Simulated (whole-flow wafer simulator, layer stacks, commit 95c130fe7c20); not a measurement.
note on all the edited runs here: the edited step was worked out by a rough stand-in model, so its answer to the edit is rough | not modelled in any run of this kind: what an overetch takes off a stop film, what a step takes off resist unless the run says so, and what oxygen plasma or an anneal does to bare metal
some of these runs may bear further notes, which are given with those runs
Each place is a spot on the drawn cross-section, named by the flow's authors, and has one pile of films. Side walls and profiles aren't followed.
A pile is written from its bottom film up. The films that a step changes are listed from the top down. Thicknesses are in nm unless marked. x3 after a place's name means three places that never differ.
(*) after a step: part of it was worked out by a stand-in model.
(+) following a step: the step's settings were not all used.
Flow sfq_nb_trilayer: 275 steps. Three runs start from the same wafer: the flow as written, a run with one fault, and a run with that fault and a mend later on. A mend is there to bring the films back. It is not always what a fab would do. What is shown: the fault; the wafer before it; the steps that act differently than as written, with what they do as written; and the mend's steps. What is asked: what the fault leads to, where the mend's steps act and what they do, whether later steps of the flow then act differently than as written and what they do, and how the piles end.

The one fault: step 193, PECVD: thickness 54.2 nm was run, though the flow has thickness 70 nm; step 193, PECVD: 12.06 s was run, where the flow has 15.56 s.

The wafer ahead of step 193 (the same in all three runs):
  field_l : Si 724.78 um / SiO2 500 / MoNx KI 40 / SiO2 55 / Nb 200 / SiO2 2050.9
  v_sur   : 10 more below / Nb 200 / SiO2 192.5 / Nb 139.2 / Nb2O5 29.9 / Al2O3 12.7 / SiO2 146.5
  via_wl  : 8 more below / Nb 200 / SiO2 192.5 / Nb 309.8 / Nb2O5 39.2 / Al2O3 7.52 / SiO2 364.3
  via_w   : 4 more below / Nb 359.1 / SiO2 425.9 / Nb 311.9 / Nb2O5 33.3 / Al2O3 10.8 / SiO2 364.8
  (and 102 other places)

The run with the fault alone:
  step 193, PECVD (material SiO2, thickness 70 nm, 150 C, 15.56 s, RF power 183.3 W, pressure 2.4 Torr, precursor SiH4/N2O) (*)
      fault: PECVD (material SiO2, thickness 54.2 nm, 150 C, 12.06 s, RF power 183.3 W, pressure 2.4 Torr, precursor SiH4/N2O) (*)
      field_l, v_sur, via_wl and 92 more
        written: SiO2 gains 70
        fault: SiO2 gains 54.2
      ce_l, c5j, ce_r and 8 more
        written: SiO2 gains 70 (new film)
        fault: SiO2 gains 54.2 (new film)
  Later steps of the flow acting differently than as written (11 more steps, not shown, differ only slightly: by at most 2% or 0.5 nm, whichever is larger):
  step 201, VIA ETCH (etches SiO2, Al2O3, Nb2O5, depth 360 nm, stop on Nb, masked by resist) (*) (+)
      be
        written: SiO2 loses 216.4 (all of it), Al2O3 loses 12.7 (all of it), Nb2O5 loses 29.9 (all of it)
        fault: SiO2 loses 200.6 (all of it), Al2O3 loses 12.7 (all of it), Nb2O5 loses 29.9 (all of it)
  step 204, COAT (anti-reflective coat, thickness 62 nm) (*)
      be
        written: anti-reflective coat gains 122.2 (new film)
        fault: anti-reflective coat gains 119.7 (new film)
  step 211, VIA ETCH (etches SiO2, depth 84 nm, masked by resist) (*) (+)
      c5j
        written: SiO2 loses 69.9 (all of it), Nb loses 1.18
        fault: SiO2 loses 54.1 (all of it), Nb loses 2.25
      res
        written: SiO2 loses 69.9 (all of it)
        fault: SiO2 loses 54.1 (all of it)
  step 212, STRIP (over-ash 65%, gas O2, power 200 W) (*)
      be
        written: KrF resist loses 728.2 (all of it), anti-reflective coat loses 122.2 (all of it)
        fault: KrF resist loses 717.5 (all of it), anti-reflective coat loses 119.7 (all of it)
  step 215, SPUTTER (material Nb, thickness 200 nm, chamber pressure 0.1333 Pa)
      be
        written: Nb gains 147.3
        fault: Nb gains 150.9
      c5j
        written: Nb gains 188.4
        fault: Nb gains 193.1
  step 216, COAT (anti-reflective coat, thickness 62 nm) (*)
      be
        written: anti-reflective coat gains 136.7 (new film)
        fault: anti-reflective coat gains 133.5 (new film)
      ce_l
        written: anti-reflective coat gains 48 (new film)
        fault: anti-reflective coat gains 52 (new film)
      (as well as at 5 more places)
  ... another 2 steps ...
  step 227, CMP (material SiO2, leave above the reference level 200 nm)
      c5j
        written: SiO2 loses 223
        fault: SiO2 loses 227.7
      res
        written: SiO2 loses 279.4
        fault: SiO2 loses 298.3
  By the end, the piles at v_sur, via_wl, via_w and 29 more depart from the flow's by more than 2% or 0.5 nm, whichever is larger.
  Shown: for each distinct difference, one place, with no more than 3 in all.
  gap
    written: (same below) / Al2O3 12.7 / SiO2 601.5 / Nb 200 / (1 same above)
    fault: (same below) / Al2O3 12.7 / SiO2 585.7 / Nb 200 / (1 same above)
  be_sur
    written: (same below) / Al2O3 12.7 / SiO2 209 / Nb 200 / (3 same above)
    fault: (same below) / Al2O3 12.7 / SiO2 193.2 / Nb 200 / (3 same above)
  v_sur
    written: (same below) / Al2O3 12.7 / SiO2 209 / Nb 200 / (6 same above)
    fault: (same below) / Al2O3 12.7 / SiO2 193.2 / Nb 200 / (6 same above)

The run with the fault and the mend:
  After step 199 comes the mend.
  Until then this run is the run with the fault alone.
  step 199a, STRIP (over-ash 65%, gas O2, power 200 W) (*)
      p4_fl x3, p4_w1 x9, p4_g1 x2 and 33 more
        KrF resist loses 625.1 (all of it), anti-reflective coat loses 62 (all of it)
      wl_b_m5, wl_b_sr, wl_c_sl and 12 more
        KrF resist loses 625 (all of it), anti-reflective coat loses 62 (all of it)
      v_sur, via_wl, via_w
        KrF resist loses 625.7 (all of it), anti-reflective coat loses 62.2 (all of it)
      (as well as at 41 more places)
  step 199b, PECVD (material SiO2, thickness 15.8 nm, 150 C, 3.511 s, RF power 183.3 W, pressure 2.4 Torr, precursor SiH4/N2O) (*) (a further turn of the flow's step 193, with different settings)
      field_l, v_sur, via_wl and 103 more
        SiO2 gains 15.8
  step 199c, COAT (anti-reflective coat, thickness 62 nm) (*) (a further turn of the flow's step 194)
      p4_fl x3, p4_w1 x9, p4_g1 x2 and 50 more
        anti-reflective coat gains 62 (new film)
      via_wr, via_sp, via_v, wire, lsp_r, l0_sur, l0v
        anti-reflective coat gains 62.3 (new film)
      be, be_sur, gap, lsp_m, ln_m6
        anti-reflective coat gains 62.4 (new film)
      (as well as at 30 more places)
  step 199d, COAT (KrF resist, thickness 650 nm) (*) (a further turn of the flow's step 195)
      p4_fl x3, p4_w1 x9, p4_g1 x2 and 33 more
        KrF resist gains 650 (new film)
      wl_b_m5, wl_b_sr, wl_c_sl and 12 more
        KrF resist gains 649.9 (new film)
      v_sur, via_wl, via_w
        KrF resist gains 650.6 (new film)
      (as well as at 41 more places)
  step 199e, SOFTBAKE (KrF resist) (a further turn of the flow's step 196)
      leaves every film unchanged at each place that is followed
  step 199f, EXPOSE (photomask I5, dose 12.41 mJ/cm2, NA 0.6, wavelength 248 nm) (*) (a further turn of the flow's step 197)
      leaves every film unchanged at each place that is followed
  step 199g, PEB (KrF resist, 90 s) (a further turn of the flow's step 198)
      field_l, v_sur, via_wl and 87 more
        KrF resist loses 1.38
      jj_sur, ce_l, sp_r, moat, field_r, wl_jj
        KrF resist loses 1.39
      be_r, r_sur, res, r_end
        KrF resist loses 1.33
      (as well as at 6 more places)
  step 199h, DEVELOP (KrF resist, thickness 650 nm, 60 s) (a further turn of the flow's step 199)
      field_l, v_sur, via_wl and 102 more
        KrF resist loses 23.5
      be
        KrF resist loses 649.8 (all of it)
  Every later step of the flow that is run acts as written, at every place that is followed, to within 2% or 0.5 nm, whichever is larger.
  By the end, the piles equal the flow's at every place that both follow.
